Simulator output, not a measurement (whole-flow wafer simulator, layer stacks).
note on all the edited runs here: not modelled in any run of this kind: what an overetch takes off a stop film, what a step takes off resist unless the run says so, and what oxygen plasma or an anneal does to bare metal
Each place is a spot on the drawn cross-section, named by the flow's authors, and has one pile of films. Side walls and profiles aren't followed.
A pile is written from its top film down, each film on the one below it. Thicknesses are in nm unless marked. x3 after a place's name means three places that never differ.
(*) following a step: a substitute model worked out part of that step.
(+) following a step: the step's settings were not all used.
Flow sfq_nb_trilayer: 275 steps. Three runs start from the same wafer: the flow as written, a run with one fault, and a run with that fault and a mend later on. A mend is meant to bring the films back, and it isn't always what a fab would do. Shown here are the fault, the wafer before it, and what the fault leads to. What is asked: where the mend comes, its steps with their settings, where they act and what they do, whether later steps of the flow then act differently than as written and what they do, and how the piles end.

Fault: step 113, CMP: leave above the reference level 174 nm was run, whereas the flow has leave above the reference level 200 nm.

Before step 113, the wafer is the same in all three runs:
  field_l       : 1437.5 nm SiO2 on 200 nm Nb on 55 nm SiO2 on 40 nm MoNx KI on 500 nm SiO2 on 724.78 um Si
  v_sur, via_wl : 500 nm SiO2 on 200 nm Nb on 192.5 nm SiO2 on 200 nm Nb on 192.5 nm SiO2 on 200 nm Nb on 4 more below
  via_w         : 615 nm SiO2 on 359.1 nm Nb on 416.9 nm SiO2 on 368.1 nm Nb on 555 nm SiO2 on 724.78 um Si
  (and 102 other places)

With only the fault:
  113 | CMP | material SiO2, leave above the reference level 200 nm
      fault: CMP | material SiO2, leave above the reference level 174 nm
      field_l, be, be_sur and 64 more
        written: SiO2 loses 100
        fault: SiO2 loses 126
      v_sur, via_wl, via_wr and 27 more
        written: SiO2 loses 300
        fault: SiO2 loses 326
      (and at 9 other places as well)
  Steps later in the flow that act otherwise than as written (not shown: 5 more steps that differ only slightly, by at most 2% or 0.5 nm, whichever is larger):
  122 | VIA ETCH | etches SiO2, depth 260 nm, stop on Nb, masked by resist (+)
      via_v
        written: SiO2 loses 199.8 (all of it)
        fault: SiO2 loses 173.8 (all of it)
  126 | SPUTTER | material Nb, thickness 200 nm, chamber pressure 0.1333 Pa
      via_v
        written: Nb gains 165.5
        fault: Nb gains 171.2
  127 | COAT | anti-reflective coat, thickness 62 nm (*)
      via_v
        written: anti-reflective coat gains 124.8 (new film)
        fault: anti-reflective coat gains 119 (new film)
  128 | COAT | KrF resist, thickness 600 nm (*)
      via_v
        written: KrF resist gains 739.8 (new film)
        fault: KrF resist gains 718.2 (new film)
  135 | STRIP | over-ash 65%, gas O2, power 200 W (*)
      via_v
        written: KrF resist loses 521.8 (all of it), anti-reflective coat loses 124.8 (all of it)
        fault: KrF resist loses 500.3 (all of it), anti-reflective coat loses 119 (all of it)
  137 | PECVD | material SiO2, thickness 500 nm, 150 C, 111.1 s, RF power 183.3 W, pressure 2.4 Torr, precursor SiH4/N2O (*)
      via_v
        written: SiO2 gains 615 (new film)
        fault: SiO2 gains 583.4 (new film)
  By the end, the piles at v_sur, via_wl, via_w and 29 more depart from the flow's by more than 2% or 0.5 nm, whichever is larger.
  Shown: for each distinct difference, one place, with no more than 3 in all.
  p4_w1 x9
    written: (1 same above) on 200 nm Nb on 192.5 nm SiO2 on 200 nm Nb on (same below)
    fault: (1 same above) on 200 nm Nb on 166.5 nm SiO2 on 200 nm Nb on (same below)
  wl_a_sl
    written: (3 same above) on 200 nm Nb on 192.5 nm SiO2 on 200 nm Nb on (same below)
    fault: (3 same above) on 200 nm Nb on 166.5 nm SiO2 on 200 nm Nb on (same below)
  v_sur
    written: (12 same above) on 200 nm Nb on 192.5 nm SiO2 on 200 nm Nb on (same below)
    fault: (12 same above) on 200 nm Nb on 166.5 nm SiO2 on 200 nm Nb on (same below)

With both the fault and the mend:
  The mend follows step 120.
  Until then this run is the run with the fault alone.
  120a | STRIP | over-ash 65%, gas O2, power 200 W (*)
      field_l, v_sur, via_wl and 102 more
        KrF resist loses 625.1 (all of it), anti-reflective coat loses 62 (all of it)
      via_v
        anti-reflective coat loses 62 (all of it)
  120b | PECVD | material SiO2, thickness 26 nm, 150 C, 5.778 s, RF power 183.3 W, pressure 2.4 Torr, precursor SiH4/N2O (the flow's step 112, run once more with other settings)
      field_l, v_sur, via_wl and 103 more
        SiO2 gains 26
  120c | COAT | anti-reflective coat, thickness 62 nm (the flow's step 115, run once more)
      field_l, v_sur, via_wl and 103 more
        anti-reflective coat gains 62 (new film)
  120d | COAT | KrF resist, thickness 650 nm (the flow's step 116, run once more)
      field_l, v_sur, via_wl and 103 more
        KrF resist gains 650 (new film)
  120e | SOFTBAKE | KrF resist (the flow's step 117, run once more)
      leaves every film unchanged at each place that is followed
  120f | EXPOSE | photomask I3, dose 11.91 mJ/cm2, NA 0.6, wavelength 248 nm (*) (the flow's step 118, run once more)
      leaves every film unchanged at each place that is followed
  120g | PEB | KrF resist, 90 s (the flow's step 119, run once more)
      field_l, v_sur, via_wl and 103 more
        KrF resist loses 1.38
  120h | DEVELOP | KrF resist, thickness 650 nm, 60 s (the flow's step 120, run once more)
      field_l, v_sur, via_wl and 102 more
        KrF resist loses 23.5
      via_v
        KrF resist loses 648.6 (all of it)
  Every later step of the flow that is run acts as written, at every place that is followed, to within 2% or 0.5 nm, whichever is larger.
  By the end, the piles equal the flow's at every place that both follow.
